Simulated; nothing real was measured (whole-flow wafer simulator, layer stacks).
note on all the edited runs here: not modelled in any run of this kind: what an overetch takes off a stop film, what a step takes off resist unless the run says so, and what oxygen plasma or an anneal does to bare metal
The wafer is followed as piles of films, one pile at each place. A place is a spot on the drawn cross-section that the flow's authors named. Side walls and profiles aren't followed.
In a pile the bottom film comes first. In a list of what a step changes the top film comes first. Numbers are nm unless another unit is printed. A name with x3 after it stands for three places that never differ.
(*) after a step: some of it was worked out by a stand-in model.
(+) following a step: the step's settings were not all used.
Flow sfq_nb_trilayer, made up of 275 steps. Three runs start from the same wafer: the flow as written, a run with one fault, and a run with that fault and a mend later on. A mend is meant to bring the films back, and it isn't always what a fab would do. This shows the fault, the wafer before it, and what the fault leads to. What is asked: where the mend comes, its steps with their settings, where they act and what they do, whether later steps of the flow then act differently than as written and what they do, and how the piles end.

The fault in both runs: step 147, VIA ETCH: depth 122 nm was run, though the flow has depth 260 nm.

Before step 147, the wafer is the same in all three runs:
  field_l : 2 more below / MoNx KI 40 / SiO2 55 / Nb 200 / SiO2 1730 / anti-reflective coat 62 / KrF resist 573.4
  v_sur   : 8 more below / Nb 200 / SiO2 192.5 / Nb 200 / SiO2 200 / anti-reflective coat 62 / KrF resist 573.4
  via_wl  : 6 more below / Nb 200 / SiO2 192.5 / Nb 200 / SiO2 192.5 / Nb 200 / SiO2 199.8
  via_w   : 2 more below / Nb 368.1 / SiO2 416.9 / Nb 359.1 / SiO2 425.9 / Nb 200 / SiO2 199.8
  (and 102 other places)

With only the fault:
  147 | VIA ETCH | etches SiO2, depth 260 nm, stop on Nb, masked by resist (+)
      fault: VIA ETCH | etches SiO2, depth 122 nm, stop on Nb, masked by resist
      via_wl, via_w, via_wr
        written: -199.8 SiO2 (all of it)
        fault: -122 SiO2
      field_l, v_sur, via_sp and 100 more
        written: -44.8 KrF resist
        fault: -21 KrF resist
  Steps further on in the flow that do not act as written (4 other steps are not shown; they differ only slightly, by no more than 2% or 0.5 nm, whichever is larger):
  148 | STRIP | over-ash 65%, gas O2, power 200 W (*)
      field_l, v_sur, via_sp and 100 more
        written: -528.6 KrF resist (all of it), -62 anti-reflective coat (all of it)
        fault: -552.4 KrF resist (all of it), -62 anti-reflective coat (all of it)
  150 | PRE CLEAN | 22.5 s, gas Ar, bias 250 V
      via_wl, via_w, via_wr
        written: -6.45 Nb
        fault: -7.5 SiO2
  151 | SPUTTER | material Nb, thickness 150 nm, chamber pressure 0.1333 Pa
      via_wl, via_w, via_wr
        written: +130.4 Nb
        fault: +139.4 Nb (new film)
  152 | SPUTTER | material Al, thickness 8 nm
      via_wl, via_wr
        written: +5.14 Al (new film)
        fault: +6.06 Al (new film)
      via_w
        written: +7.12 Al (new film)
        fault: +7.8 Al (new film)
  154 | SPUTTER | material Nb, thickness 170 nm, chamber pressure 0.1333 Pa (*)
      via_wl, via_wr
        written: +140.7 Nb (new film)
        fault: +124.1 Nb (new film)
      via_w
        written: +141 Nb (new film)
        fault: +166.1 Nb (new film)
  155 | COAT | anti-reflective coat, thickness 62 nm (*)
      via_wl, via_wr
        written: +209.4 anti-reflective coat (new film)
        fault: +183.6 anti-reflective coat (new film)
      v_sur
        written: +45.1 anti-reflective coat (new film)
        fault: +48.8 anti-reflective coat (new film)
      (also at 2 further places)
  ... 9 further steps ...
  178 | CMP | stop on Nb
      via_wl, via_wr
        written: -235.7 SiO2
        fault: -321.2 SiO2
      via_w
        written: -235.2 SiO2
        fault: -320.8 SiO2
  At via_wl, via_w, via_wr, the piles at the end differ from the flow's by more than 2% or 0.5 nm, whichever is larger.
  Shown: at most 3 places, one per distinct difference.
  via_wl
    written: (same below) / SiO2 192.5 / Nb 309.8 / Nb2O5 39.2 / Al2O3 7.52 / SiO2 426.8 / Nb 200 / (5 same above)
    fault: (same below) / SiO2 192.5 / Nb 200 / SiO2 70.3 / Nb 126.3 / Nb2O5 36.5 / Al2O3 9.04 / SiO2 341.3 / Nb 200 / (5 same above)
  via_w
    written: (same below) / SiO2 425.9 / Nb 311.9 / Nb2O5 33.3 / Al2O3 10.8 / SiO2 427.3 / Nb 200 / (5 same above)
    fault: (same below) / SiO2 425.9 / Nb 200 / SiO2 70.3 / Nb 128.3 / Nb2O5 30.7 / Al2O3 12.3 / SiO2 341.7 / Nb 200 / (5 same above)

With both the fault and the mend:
  The mend follows step 147.
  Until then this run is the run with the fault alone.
  147a | VIA ETCH | etches SiO2, depth 138 nm, stop on Nb, masked by resist (+) (the flow's step 147, run once more with other settings)
      field_l, v_sur, via_sp and 100 more
        -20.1 KrF resist
      via_wl, via_w, via_wr
        -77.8 SiO2 (all of it)
  Every later step of the flow that is run acts as written, at every place that is followed, to within 2% or 0.5 nm, whichever is larger.
  At every place that both follow, the piles at the end match the flow's.
